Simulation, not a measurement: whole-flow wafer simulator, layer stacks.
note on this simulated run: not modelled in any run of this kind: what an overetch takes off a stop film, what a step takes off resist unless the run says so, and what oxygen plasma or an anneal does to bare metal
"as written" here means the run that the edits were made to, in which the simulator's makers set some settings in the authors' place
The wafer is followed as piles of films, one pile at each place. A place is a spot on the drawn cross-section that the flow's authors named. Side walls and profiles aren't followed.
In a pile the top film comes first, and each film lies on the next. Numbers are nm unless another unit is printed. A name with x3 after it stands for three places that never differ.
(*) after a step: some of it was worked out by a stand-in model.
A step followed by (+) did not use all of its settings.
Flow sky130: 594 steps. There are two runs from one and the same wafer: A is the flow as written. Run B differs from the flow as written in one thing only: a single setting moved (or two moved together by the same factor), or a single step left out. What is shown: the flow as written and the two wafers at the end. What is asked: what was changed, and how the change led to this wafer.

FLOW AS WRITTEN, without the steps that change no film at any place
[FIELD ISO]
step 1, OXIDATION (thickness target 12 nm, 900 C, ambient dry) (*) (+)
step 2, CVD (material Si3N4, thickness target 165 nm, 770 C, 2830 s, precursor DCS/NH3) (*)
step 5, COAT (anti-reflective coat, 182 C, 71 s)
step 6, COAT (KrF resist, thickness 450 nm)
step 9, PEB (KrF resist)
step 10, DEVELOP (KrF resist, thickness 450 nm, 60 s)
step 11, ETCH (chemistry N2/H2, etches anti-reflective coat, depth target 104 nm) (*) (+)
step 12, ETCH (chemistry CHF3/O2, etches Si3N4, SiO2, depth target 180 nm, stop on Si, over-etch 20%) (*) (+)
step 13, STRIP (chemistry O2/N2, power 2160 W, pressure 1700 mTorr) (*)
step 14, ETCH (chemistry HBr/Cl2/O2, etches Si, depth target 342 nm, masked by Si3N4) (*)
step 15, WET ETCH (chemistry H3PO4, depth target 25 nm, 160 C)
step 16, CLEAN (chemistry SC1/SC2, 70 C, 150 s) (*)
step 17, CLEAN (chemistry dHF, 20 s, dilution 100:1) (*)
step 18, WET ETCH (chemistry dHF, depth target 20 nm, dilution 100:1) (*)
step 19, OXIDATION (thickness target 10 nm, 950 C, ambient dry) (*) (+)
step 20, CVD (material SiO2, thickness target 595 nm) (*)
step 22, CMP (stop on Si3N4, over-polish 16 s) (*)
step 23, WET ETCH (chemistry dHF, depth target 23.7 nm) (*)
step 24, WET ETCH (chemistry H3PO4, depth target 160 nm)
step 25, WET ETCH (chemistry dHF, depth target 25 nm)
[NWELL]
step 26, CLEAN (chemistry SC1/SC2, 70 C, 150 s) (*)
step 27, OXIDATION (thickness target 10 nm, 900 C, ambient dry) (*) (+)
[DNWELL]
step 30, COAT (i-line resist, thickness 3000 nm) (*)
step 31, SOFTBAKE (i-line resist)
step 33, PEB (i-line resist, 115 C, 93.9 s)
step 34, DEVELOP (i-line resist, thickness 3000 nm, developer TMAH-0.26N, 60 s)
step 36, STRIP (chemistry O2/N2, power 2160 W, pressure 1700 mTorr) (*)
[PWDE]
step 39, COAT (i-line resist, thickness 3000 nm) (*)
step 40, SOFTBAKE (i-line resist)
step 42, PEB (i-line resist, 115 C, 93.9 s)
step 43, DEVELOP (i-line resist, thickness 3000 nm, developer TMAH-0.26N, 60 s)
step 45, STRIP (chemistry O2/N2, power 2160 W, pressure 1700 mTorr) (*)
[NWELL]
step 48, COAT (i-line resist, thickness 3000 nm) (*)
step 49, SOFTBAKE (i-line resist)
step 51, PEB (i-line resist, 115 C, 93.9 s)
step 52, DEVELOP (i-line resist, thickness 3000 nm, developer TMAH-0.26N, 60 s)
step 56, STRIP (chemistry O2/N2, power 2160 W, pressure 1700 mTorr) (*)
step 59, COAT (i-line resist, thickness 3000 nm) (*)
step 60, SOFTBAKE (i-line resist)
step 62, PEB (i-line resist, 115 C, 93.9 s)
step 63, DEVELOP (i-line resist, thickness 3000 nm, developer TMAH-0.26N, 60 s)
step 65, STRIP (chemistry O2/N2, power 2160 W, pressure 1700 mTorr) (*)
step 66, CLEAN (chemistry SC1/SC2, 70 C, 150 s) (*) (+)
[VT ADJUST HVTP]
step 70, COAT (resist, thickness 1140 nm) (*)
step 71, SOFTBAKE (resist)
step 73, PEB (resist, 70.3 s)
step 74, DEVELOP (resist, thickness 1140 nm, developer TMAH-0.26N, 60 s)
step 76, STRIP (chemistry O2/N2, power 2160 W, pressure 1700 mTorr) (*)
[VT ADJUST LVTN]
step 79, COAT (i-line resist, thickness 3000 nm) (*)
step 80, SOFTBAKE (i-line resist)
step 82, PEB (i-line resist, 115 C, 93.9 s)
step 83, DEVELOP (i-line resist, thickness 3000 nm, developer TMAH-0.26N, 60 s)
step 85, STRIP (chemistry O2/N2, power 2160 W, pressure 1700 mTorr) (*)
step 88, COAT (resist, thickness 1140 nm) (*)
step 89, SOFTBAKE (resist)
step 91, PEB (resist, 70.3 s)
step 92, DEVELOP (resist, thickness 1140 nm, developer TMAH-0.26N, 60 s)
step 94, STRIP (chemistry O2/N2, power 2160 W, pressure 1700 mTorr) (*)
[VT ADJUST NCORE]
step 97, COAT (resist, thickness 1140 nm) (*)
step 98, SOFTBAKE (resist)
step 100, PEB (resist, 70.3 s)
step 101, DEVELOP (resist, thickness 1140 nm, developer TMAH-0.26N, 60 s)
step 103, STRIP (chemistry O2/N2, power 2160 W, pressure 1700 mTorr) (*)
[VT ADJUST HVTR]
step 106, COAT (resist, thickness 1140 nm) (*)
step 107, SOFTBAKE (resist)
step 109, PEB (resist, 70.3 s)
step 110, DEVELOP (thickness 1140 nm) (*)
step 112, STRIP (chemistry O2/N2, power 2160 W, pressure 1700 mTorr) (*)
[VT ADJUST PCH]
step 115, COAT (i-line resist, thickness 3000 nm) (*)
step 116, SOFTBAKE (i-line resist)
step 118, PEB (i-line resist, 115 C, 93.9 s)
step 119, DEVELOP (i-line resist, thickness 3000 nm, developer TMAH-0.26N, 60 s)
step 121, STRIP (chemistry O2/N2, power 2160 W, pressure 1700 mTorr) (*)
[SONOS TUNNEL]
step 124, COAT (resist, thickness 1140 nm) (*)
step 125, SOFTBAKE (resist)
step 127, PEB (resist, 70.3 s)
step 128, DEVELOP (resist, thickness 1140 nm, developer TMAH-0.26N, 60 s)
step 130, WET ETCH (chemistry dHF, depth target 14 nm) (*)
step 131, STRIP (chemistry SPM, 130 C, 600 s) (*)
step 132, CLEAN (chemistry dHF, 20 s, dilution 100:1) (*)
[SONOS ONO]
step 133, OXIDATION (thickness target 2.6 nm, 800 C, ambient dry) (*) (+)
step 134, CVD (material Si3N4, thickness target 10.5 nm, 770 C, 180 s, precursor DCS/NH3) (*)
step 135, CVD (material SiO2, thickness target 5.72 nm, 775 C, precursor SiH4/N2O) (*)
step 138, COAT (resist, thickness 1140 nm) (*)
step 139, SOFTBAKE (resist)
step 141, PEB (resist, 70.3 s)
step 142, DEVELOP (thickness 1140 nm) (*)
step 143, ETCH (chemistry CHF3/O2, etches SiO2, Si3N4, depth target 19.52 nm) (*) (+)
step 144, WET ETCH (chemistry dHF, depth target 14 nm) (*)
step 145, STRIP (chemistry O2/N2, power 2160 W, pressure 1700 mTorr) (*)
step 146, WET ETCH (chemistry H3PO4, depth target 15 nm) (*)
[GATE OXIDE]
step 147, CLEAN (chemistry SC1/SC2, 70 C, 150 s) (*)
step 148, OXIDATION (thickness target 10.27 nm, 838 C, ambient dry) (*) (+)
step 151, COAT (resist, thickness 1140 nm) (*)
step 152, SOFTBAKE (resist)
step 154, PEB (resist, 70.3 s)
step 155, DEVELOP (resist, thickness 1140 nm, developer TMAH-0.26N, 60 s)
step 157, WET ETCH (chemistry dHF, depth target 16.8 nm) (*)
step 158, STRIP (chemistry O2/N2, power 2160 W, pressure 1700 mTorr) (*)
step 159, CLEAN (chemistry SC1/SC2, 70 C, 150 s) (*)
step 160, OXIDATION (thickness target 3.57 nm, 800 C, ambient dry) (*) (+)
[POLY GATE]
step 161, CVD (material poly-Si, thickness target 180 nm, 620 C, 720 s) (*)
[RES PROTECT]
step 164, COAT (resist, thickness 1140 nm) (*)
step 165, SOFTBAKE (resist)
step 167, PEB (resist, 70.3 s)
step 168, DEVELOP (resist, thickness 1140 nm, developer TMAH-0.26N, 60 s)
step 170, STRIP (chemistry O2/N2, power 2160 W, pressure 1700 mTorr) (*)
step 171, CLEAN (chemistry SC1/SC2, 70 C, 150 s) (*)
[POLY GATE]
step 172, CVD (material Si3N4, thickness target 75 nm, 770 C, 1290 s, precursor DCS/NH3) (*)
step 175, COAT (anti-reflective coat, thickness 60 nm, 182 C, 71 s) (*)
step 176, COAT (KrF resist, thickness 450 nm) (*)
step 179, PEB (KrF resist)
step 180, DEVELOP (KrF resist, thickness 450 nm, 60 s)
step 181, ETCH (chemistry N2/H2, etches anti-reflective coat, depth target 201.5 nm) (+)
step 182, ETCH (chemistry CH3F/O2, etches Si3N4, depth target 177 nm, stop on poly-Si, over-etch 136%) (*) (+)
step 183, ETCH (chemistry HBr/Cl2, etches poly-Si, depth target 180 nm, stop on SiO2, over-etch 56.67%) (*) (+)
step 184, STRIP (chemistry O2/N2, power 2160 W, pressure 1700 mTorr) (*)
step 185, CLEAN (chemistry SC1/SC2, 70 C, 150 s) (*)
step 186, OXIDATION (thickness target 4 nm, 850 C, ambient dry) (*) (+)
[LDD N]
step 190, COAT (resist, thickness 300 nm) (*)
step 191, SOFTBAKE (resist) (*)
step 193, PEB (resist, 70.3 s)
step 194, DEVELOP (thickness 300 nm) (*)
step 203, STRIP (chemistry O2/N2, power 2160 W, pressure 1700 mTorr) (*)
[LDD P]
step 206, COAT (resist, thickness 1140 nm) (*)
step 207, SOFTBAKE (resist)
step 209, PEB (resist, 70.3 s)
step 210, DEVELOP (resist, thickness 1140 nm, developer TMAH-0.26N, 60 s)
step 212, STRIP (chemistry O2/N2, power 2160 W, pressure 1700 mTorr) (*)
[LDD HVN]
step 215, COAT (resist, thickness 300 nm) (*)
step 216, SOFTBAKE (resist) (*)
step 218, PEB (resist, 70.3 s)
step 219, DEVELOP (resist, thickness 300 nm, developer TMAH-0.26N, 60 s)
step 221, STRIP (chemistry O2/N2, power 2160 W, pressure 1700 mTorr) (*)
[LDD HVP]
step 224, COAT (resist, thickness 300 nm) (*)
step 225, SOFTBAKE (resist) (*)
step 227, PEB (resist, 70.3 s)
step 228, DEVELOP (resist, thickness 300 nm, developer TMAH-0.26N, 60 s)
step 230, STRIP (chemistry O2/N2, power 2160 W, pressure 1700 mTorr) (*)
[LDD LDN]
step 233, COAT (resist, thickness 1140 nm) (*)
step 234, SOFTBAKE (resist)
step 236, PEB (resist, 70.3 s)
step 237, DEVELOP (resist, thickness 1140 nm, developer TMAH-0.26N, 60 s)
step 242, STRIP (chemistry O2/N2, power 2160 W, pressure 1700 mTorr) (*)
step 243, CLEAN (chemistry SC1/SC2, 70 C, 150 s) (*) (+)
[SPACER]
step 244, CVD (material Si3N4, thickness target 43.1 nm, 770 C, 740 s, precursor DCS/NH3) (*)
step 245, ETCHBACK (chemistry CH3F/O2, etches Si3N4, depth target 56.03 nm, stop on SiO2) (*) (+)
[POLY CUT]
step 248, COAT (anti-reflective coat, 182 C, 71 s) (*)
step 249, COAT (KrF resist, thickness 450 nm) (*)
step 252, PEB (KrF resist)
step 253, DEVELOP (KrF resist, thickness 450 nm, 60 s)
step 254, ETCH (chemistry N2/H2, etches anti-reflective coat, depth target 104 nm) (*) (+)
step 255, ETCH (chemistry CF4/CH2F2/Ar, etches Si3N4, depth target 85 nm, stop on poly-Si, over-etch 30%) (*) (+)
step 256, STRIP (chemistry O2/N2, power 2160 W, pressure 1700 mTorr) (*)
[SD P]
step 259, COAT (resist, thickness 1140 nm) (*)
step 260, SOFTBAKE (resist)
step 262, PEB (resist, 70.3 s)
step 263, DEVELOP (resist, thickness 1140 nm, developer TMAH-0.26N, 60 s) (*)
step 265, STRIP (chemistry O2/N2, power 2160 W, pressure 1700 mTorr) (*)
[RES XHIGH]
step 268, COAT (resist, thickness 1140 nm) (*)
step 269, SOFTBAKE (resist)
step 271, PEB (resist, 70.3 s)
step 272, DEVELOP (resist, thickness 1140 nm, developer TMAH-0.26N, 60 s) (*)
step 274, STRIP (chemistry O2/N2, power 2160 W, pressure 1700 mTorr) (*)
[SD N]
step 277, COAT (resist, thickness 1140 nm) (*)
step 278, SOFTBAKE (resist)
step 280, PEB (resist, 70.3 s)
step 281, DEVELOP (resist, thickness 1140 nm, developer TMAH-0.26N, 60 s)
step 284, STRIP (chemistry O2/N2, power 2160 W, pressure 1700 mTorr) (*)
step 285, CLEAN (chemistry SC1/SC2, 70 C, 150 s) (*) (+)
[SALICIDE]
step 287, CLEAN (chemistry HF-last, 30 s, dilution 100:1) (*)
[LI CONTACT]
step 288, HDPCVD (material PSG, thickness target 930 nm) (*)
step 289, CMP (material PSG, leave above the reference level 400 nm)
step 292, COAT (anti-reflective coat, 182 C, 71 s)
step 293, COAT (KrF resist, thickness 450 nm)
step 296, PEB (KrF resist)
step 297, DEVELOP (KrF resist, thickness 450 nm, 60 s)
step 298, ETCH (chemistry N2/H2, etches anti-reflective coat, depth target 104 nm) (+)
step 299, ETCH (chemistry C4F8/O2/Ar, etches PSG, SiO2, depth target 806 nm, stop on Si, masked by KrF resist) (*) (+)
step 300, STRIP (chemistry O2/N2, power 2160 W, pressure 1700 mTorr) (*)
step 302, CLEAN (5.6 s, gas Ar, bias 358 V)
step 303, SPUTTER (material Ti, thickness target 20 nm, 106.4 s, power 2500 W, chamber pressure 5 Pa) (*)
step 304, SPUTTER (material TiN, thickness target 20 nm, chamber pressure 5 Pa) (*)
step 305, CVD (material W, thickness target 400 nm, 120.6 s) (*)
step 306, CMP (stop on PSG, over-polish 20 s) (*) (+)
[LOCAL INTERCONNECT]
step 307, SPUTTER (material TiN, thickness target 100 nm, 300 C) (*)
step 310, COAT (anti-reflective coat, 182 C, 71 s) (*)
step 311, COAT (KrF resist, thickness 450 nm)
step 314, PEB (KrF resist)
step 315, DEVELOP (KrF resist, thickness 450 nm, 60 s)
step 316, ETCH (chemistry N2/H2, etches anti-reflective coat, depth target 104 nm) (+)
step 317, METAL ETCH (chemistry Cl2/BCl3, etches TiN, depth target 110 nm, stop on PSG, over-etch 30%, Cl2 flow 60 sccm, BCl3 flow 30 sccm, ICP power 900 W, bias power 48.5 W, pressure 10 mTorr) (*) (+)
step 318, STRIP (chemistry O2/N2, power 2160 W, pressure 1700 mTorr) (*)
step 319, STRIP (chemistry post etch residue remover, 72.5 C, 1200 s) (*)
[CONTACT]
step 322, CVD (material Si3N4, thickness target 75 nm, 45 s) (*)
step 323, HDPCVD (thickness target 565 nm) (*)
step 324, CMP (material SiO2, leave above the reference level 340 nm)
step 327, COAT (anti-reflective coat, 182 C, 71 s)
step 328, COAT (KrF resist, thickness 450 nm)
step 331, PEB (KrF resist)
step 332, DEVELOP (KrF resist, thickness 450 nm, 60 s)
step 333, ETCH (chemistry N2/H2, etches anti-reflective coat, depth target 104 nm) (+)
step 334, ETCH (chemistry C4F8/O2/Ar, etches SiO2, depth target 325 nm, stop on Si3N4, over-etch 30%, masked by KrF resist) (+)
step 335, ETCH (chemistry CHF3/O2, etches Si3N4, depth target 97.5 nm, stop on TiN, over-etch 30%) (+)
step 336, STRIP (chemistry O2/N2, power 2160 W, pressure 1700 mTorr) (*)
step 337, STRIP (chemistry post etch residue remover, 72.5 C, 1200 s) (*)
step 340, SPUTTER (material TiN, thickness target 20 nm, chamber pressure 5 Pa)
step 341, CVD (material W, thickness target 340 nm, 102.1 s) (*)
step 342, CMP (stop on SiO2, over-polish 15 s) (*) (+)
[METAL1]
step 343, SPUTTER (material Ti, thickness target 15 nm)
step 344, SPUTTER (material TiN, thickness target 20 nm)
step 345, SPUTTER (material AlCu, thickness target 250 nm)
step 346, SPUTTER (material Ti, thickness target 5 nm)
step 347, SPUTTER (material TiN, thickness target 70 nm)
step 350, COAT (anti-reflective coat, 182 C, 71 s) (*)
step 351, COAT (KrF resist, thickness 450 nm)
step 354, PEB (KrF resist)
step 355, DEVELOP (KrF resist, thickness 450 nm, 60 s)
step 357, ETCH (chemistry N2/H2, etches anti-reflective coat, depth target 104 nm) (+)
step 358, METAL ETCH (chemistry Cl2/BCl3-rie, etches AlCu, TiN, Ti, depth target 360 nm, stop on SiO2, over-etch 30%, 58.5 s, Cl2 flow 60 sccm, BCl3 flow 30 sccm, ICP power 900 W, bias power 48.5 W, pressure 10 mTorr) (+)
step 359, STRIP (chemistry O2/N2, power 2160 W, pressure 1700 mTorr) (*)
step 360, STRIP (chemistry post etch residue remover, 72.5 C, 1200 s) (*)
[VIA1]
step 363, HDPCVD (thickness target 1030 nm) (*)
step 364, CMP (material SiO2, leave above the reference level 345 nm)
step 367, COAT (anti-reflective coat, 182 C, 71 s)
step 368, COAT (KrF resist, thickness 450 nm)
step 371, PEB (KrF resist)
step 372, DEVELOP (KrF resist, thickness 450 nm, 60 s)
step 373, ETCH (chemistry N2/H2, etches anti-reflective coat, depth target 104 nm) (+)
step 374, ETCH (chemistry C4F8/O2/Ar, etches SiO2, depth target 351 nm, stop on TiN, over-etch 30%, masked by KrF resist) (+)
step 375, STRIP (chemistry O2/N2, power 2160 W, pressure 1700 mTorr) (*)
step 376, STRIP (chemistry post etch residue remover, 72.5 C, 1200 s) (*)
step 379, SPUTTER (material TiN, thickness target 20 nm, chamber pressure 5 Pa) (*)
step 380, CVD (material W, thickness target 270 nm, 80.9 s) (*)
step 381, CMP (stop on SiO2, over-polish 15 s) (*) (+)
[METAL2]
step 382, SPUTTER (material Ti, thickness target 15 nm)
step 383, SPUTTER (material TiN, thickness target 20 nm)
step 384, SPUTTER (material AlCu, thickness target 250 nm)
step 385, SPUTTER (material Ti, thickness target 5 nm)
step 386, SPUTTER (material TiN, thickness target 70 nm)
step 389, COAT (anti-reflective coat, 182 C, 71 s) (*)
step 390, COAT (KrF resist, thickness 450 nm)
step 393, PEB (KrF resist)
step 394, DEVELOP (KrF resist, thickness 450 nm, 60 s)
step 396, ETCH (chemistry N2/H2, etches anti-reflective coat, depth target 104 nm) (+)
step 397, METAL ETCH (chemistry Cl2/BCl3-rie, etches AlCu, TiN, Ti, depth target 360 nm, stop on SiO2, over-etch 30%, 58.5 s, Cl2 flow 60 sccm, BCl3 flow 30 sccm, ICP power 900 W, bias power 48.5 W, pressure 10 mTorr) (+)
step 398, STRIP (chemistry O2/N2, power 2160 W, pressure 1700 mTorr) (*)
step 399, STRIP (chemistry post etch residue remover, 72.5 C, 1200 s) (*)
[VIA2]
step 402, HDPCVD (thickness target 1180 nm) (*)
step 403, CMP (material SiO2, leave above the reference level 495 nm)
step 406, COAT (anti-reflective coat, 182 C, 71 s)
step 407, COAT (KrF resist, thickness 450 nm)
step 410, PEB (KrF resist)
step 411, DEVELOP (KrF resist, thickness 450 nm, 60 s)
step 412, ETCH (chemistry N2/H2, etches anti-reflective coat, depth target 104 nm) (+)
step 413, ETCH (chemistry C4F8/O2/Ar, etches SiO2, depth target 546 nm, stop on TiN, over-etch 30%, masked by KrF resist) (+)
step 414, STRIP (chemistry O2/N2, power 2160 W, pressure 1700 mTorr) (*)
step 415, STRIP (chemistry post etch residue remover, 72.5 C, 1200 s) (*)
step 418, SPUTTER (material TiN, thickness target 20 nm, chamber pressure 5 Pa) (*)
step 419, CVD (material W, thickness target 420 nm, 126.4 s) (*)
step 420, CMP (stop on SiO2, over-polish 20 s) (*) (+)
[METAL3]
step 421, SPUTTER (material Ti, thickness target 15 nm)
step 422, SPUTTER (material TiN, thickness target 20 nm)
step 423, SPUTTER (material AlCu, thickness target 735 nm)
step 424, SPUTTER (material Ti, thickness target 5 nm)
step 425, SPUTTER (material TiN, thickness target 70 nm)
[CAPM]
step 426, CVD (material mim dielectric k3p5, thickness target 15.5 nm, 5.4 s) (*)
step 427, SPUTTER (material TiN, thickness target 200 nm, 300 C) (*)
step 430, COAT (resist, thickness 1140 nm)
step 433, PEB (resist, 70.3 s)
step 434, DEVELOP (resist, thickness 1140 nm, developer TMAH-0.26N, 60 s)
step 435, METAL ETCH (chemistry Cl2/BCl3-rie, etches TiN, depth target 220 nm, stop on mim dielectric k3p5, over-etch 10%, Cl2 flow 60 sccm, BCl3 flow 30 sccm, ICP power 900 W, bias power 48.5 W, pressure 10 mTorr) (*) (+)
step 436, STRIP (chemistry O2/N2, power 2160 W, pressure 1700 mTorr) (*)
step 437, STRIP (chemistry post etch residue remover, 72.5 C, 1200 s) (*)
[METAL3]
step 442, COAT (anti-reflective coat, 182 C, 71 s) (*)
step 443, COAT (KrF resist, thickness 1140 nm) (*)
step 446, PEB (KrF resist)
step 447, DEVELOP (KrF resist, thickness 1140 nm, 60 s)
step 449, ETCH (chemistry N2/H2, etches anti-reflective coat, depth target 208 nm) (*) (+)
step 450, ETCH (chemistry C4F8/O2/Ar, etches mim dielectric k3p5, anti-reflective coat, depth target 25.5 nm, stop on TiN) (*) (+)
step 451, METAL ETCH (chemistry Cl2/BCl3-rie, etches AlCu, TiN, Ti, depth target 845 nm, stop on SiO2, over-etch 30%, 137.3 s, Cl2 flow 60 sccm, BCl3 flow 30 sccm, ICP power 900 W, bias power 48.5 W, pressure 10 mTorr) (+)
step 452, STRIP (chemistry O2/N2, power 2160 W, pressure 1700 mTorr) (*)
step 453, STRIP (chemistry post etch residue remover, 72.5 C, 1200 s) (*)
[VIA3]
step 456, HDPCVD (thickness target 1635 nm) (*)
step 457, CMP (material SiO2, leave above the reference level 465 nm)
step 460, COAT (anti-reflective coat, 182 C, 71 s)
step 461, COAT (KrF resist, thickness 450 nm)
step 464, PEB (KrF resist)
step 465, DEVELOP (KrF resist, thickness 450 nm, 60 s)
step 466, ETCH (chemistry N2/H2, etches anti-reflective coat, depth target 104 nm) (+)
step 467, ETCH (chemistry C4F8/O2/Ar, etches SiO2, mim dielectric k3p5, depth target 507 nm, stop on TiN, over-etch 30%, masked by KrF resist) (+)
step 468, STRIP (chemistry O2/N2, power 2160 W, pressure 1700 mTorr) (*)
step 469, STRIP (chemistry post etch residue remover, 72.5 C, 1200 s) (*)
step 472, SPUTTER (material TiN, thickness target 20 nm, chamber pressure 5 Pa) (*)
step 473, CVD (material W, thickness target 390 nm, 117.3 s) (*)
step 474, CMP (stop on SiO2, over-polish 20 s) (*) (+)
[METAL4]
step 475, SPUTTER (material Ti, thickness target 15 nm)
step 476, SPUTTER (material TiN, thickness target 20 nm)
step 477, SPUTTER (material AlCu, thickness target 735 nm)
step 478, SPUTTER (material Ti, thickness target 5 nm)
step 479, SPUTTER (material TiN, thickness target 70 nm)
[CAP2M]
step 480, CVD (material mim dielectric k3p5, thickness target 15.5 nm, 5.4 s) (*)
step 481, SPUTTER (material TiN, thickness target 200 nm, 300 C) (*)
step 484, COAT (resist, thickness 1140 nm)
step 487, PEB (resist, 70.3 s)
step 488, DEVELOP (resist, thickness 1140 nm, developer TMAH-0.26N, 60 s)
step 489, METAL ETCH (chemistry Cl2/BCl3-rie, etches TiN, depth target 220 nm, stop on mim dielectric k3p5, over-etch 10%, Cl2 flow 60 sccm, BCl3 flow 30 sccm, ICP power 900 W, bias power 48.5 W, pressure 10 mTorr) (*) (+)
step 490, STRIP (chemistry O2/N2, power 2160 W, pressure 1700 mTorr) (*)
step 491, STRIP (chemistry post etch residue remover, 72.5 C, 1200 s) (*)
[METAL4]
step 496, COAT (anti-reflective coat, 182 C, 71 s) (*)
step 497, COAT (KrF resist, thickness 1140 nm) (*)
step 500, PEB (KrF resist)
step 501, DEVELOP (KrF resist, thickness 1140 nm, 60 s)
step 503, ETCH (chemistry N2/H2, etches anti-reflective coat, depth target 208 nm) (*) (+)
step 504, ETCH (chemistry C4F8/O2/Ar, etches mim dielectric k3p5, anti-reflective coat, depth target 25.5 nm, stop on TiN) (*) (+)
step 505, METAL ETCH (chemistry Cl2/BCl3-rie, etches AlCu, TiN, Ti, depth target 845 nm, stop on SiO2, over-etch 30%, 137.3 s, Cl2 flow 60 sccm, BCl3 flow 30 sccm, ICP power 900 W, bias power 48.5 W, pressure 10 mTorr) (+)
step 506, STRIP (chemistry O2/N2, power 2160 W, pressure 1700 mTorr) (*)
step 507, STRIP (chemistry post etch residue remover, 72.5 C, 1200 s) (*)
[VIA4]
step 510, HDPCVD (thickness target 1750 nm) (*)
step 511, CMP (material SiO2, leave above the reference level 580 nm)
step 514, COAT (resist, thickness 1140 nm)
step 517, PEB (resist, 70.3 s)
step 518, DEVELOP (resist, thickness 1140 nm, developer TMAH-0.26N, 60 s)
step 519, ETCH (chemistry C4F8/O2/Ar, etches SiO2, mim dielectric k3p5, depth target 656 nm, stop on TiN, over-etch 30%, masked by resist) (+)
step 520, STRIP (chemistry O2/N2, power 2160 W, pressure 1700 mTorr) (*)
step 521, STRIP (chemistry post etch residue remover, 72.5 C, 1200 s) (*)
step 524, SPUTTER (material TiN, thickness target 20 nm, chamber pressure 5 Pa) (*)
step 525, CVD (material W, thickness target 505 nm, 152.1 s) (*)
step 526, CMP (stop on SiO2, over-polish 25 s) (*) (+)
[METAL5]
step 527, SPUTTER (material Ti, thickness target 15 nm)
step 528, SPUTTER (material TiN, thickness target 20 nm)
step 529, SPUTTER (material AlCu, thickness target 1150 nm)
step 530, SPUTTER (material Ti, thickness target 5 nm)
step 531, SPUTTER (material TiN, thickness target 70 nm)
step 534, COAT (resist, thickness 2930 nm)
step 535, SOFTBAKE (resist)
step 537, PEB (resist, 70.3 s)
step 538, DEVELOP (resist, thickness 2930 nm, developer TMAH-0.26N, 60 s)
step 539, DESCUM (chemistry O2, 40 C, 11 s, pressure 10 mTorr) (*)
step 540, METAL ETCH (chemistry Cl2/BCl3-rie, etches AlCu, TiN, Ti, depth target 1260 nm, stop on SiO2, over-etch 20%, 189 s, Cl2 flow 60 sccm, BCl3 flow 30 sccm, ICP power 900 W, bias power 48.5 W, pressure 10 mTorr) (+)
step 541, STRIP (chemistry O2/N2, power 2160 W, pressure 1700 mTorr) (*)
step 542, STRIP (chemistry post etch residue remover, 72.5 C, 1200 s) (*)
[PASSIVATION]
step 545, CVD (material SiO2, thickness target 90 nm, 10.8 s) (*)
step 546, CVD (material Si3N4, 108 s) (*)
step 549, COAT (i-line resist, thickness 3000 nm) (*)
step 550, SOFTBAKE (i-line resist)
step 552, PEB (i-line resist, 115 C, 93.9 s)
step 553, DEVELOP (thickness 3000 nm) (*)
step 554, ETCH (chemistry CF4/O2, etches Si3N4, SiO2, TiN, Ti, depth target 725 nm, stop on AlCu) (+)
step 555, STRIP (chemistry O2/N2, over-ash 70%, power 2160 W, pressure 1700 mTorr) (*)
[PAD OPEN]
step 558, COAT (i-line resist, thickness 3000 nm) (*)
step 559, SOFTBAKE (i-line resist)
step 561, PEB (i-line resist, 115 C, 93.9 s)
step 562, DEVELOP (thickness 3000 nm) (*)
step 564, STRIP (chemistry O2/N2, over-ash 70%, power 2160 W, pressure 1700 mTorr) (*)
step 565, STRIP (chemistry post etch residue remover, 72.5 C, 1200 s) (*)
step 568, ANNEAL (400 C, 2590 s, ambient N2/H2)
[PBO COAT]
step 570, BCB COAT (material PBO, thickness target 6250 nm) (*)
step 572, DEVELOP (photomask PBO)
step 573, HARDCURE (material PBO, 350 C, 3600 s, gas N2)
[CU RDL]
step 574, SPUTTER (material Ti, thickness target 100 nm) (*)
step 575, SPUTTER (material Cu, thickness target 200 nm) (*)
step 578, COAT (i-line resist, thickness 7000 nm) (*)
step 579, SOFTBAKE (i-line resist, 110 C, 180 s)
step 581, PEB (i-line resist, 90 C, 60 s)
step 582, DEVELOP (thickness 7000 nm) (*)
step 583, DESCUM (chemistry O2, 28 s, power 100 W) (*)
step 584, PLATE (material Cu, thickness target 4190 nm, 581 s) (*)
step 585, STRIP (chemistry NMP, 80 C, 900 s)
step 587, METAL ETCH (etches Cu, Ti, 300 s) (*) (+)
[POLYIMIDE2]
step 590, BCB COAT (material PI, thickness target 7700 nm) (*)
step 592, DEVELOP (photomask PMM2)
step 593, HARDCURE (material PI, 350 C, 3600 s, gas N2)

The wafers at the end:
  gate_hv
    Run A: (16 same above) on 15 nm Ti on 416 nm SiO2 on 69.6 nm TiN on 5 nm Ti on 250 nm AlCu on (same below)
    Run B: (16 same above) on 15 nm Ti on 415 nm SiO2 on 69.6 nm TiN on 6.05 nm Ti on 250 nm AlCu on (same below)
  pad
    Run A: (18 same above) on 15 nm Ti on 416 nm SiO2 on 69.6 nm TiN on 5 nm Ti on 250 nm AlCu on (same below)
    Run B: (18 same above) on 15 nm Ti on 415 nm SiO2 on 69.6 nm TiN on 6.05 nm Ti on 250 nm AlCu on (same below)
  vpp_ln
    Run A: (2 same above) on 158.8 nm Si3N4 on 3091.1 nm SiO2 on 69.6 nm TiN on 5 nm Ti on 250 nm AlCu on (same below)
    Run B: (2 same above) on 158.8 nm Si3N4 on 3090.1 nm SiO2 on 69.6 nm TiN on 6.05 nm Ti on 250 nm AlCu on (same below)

Cause: step 385, SPUTTER: thickness target 6.05 nm was run, while the flow as written has thickness target 5 nm.
One can read it off the wafer: gate_hv has Ti 6.05, and step 385 as written asks for 5 nm.

How this came from the change, step by step:
  step 385, SPUTTER (material Ti, thickness target 5 nm)
      field, active, n_well and 188 more: A +5 Ti (new film) | B +6.05 Ti (new film)
  step 397, METAL ETCH (chemistry Cl2/BCl3-rie, etches AlCu, TiN, Ti, depth target 360 nm, stop on SiO2, over-etch 30%, 58.5 s, Cl2 flow 60 sccm, BCl3 flow 30 sccm, ICP power 900 W, bias power 48.5 W, pressure 10 mTorr) (+)
      field, active, gate and 82 more: A -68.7 TiN (all of it), -5 Ti (all of it), -250 AlCu (all of it), -20 TiN (all of it), -15 Ti (all of it), -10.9 SiO2 | B -68.7 TiN (all of it), -6.05 Ti (all of it), -250 AlCu (all of it), -20 TiN (all of it), -15 Ti (all of it), -10.8 SiO2
